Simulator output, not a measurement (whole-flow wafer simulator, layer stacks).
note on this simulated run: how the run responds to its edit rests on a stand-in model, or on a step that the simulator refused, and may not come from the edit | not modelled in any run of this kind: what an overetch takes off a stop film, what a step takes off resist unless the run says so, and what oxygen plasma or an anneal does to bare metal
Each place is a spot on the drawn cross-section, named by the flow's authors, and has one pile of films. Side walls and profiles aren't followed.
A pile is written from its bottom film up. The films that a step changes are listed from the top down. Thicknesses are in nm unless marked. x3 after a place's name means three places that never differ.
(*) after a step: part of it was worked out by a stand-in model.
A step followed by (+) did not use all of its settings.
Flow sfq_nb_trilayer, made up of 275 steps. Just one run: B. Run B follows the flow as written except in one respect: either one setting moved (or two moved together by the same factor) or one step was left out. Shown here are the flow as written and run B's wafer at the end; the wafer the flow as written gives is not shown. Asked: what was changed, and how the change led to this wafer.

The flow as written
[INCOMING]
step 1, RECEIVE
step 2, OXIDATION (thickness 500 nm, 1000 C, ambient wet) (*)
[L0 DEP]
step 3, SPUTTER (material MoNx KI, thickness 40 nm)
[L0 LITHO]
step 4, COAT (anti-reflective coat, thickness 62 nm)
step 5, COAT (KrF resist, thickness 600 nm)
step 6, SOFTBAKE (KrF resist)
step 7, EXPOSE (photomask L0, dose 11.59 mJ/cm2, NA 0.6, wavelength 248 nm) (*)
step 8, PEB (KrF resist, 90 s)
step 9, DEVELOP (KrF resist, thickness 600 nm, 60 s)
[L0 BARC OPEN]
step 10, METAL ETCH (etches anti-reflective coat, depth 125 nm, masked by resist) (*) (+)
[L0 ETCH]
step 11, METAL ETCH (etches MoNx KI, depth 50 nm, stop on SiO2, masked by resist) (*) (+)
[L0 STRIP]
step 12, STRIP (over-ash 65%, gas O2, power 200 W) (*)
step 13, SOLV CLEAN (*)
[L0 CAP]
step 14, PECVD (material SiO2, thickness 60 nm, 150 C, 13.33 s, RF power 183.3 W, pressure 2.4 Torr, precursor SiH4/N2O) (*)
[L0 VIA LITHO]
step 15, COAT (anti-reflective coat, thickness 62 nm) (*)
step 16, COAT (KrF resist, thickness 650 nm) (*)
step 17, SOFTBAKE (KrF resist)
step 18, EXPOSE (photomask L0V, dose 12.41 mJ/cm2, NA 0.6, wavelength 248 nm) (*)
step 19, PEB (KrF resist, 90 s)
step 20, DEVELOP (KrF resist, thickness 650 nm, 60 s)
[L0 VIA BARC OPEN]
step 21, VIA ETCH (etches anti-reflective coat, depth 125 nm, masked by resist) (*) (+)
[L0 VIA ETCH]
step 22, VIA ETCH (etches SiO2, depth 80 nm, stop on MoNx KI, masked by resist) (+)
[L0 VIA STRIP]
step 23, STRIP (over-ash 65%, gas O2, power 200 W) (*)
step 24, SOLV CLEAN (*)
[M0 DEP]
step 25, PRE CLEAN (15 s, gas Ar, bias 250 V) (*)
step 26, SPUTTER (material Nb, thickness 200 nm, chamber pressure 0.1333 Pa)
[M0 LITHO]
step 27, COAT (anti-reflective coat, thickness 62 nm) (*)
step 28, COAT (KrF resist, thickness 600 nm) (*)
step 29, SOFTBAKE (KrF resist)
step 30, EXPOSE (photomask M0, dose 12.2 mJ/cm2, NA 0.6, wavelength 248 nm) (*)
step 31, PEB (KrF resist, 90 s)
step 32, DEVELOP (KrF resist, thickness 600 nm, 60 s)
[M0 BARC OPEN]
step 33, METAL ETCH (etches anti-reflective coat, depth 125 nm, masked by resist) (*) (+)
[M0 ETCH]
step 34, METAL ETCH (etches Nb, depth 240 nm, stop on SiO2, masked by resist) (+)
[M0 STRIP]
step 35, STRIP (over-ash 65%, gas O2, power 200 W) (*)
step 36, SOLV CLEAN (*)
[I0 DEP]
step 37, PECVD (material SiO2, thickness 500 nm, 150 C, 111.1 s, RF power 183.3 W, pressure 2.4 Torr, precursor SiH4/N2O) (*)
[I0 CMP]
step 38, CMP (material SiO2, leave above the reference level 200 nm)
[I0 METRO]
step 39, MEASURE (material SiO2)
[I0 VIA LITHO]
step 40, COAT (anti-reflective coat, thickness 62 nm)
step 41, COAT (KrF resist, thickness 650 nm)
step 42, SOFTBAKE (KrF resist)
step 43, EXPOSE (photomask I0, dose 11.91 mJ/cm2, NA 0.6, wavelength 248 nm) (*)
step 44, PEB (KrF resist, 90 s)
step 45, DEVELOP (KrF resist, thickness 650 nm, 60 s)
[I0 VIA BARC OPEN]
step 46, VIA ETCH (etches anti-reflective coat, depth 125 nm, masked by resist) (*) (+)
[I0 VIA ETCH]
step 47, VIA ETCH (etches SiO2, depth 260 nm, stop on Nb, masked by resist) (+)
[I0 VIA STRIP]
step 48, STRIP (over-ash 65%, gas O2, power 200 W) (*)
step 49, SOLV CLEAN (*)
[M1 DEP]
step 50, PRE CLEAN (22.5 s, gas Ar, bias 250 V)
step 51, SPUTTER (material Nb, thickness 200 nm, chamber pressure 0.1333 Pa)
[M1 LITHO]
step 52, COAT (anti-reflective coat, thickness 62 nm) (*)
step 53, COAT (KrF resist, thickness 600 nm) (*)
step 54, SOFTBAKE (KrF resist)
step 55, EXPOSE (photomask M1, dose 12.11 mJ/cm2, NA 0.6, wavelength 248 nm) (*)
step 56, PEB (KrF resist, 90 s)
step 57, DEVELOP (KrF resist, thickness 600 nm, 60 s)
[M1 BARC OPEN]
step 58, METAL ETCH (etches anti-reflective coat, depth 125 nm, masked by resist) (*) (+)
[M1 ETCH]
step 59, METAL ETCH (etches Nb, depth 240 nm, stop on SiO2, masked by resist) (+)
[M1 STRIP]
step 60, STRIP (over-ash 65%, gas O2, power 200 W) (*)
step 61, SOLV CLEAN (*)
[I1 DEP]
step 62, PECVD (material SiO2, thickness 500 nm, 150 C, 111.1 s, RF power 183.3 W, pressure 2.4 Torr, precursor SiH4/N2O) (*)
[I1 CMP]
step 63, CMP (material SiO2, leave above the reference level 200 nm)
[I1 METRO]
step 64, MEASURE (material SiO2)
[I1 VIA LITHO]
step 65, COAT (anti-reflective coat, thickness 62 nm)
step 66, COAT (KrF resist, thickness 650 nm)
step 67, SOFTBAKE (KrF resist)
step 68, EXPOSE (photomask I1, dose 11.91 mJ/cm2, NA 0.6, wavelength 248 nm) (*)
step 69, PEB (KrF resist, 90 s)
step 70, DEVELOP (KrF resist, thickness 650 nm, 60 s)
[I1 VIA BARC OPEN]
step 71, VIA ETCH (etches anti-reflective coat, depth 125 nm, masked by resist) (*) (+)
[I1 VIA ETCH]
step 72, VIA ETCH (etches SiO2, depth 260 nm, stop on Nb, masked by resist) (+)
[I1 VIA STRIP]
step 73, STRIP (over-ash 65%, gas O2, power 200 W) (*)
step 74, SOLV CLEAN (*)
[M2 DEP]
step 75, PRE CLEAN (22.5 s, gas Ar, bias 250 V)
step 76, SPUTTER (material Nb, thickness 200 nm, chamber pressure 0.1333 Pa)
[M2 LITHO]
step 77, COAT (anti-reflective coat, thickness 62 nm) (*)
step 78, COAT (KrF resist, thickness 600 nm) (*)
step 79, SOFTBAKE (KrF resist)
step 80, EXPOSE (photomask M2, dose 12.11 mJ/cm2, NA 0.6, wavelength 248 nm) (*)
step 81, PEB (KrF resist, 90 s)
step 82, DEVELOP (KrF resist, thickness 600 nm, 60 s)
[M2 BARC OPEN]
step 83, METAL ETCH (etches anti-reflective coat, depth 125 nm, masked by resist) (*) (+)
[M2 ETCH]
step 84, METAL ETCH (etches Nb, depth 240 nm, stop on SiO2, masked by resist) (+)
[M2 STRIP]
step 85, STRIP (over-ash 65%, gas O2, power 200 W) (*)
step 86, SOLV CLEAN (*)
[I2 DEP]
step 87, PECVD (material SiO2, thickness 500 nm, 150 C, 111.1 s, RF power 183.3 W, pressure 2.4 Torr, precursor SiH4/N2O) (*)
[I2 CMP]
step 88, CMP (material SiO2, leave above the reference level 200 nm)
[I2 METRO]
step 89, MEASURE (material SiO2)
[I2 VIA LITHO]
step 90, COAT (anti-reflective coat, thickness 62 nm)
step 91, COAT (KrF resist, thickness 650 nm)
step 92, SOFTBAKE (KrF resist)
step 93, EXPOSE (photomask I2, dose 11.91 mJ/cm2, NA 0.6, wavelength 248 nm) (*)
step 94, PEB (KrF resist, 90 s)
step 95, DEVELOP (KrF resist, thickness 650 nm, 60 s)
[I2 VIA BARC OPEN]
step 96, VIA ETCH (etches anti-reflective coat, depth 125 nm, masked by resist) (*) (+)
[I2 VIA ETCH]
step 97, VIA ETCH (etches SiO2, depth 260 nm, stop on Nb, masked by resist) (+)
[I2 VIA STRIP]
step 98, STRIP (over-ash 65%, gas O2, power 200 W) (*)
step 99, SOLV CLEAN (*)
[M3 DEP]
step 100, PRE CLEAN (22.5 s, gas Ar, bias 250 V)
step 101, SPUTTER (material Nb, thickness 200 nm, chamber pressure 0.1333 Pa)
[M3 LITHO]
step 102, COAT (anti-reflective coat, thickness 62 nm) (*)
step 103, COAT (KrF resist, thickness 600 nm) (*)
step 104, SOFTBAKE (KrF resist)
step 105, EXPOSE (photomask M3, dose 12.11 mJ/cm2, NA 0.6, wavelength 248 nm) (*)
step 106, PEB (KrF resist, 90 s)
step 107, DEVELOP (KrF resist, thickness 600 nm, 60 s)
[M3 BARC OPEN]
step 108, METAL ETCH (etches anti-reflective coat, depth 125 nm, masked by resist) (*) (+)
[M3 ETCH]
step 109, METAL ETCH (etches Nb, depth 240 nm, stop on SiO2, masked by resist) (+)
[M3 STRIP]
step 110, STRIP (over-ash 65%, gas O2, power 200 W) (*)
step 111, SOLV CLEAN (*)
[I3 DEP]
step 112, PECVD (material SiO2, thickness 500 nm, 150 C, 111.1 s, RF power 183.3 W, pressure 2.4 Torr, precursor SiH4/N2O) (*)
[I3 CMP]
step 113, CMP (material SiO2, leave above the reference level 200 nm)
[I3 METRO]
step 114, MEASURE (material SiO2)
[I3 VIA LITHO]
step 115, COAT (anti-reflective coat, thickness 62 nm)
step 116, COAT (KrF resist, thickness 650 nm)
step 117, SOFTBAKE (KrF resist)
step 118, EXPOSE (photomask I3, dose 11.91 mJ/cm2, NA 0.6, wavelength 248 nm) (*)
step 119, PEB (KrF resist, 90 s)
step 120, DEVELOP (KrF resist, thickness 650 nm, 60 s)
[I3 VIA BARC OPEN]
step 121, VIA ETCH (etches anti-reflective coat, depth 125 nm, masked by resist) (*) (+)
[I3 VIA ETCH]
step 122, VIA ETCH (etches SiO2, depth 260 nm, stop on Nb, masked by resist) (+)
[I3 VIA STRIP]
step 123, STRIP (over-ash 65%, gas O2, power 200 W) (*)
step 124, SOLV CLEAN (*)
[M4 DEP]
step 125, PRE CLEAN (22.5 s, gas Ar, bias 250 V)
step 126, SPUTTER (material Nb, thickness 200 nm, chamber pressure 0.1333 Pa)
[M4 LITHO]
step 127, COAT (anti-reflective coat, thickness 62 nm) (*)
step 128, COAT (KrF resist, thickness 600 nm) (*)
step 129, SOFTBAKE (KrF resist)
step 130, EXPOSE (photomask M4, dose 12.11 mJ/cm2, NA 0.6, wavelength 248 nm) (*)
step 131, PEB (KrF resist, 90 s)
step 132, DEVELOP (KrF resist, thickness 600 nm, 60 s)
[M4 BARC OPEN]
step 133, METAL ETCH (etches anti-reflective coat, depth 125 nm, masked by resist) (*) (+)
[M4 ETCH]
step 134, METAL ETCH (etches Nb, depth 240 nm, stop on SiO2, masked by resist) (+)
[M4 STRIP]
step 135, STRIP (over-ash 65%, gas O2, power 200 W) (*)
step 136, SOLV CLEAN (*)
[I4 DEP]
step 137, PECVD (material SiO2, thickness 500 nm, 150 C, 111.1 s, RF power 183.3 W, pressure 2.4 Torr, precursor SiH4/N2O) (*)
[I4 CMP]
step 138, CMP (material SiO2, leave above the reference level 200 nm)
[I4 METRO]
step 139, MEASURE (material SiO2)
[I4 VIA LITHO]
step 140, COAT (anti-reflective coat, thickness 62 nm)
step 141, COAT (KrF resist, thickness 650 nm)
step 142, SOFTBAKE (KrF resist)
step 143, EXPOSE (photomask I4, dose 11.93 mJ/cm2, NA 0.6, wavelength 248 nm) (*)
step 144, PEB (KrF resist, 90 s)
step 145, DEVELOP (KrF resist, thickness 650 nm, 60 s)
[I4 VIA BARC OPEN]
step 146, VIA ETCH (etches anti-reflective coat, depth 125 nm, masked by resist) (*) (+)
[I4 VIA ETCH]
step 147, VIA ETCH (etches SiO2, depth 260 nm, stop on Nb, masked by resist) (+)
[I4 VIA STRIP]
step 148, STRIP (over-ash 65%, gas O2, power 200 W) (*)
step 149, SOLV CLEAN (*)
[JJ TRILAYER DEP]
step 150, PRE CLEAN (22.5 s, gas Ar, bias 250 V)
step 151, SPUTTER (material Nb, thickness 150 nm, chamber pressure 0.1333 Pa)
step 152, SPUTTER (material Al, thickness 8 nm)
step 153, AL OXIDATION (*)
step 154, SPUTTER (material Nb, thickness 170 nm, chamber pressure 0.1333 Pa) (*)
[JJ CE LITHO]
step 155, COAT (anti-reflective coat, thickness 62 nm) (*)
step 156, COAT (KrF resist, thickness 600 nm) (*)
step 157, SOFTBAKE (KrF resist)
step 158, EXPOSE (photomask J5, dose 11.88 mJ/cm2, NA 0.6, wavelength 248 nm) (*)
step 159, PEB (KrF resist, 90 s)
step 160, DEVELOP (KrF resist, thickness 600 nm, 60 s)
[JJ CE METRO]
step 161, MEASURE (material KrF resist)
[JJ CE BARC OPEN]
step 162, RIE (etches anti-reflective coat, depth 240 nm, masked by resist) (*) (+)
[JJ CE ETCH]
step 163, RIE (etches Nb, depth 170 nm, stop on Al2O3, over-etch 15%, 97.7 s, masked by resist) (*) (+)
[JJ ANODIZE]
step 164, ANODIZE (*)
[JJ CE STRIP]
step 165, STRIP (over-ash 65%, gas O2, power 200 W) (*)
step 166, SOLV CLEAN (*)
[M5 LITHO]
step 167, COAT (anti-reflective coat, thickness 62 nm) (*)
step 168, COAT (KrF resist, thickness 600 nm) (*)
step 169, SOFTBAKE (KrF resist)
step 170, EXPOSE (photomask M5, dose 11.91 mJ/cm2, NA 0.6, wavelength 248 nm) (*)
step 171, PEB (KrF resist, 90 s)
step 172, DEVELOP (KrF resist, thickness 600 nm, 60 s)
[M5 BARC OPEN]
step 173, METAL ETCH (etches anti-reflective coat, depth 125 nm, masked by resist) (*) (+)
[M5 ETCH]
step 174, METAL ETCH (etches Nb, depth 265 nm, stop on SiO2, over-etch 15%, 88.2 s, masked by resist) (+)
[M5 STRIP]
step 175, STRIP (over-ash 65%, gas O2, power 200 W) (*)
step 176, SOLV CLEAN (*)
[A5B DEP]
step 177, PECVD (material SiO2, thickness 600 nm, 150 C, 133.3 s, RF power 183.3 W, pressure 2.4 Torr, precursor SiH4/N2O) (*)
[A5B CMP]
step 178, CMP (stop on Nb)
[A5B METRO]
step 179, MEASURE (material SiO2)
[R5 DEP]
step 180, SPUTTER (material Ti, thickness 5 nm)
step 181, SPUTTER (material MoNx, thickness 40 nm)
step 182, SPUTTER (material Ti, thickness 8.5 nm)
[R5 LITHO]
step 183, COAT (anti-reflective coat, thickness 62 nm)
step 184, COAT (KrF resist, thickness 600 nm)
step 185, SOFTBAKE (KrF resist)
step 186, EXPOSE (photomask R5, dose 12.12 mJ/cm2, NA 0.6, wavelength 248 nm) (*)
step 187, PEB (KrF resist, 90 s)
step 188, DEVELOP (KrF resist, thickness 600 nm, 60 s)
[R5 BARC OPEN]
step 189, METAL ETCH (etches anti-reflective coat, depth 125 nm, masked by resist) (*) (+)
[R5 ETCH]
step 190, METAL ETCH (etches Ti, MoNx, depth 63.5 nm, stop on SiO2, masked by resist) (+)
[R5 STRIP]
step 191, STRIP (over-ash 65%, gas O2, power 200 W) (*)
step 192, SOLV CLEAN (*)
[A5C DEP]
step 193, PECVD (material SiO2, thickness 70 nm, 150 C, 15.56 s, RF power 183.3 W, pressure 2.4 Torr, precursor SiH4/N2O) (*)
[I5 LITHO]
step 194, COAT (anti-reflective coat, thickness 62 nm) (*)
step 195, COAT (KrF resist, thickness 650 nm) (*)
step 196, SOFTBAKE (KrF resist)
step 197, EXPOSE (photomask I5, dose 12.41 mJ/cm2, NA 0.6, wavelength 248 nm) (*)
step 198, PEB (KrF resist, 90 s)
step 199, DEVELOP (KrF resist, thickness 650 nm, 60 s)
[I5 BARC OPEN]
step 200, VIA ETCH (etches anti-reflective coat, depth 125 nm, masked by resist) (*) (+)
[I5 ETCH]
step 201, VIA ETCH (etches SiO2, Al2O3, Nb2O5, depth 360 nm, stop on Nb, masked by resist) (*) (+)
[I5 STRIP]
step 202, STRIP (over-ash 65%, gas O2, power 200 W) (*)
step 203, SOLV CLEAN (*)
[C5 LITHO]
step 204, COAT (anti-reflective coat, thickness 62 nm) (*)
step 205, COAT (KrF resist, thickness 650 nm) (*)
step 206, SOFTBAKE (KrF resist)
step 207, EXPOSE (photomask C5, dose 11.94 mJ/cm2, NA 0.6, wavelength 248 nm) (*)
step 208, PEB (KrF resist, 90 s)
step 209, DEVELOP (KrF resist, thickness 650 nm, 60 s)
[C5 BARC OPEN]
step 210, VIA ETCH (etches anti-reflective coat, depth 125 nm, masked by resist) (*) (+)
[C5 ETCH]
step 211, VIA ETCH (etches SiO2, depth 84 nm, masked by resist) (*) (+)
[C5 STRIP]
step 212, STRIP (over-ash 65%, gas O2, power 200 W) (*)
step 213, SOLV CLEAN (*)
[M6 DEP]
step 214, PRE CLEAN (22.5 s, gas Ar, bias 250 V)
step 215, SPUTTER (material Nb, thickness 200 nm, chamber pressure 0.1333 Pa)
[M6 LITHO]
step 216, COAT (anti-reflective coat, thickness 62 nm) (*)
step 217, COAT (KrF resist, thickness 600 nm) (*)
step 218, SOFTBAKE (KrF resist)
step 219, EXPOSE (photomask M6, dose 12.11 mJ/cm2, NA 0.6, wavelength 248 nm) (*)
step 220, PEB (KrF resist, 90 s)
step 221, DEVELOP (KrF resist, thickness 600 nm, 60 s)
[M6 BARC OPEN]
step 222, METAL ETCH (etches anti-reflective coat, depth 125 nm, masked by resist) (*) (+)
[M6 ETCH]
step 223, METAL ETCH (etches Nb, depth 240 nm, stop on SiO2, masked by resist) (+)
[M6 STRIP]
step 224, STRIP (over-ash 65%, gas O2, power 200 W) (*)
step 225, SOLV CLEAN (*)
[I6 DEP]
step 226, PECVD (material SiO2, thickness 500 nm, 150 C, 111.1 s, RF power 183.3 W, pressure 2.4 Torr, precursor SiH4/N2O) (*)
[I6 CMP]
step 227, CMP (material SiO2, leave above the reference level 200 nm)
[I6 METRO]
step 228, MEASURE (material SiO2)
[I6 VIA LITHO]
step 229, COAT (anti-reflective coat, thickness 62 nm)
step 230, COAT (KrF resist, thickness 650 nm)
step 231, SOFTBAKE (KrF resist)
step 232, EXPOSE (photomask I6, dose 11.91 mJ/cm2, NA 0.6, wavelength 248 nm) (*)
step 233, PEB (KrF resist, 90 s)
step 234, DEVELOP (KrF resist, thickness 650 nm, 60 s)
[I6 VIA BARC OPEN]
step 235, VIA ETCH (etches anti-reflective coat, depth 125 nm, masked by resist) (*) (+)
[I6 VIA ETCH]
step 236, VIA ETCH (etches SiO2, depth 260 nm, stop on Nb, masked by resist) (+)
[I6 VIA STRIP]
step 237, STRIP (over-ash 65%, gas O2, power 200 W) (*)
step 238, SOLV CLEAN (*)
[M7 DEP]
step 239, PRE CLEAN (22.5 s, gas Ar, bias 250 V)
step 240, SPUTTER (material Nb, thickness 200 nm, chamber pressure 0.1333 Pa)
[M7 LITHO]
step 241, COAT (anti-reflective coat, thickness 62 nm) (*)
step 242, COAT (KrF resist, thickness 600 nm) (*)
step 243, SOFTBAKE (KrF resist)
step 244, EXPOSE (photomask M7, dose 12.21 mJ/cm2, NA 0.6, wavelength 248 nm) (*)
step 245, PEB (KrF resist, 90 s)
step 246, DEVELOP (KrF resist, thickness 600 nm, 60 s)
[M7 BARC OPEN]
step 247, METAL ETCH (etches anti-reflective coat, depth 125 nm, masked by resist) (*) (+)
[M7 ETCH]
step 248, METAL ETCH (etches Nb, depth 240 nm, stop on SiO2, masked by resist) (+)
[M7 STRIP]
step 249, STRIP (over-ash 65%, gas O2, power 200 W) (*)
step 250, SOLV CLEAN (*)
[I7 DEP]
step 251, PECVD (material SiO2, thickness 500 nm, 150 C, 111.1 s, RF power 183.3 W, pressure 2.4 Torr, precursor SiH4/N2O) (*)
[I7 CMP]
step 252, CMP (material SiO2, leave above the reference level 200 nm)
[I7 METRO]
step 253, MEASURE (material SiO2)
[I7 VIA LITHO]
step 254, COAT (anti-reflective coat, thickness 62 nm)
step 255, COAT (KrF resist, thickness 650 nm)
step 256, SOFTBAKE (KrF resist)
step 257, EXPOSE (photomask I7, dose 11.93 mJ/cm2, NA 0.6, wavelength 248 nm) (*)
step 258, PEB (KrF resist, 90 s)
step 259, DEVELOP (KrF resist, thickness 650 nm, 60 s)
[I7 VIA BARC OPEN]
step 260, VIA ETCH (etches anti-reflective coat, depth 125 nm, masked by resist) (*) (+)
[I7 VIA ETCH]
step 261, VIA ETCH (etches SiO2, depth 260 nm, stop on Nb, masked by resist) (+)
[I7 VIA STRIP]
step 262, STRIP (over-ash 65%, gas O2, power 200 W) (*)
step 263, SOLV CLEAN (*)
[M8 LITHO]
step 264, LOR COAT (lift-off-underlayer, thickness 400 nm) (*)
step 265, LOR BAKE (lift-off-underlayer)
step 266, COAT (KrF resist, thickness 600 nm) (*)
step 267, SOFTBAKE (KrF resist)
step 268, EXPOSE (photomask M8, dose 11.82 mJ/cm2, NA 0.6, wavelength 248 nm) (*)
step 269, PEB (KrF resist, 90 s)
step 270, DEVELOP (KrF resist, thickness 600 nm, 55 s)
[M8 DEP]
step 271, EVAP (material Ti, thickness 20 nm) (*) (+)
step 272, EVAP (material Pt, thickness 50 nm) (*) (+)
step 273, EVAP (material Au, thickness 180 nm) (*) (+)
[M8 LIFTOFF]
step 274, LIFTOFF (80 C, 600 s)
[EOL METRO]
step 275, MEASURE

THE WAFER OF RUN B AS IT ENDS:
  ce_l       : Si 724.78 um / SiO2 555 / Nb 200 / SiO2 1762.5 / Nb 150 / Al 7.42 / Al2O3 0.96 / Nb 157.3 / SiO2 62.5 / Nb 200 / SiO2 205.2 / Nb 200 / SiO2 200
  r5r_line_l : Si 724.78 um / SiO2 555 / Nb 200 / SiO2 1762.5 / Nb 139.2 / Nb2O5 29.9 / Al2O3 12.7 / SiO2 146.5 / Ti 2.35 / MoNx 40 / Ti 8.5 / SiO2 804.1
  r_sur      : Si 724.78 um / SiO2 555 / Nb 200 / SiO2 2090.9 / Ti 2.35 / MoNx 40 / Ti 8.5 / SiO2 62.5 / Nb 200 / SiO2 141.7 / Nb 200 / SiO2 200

Cause: step 180, SPUTTER: thickness 2.35 nm was run, while the flow as written has thickness 5 nm.
One can read it off the wafer: r5r_line_l has Ti 2.35, and step 180 as written asks for 5 nm.

The path from the change to this, step by step:
  step 180, SPUTTER (material Ti, thickness 5 nm)
      field_l, v_sur, via_wl and 103 more: +2.35 Ti (new film) (in the flow as written it would be: +5 Ti (new film))
  step 190, METAL ETCH (etches Ti, MoNx, depth 63.5 nm, stop on SiO2, masked by resist) (+)
      field_l, v_sur, via_wl and 92 more: -8.5 Ti (all of it), -40 MoNx (all of it), -2.35 Ti (all of it) (in the flow as written it would be: -8.5 Ti (all of it), -40 MoNx (all of it), -5 Ti (all of it))
      ce_l, c5j, ce_r, wl_jj: -8.5 Ti (all of it), -40 MoNx (all of it), -2.35 Ti (all of it), -12.7 Nb (in the flow as written it would be: -8.5 Ti (all of it), -40 MoNx (all of it), -5 Ti (all of it), -10 Nb)
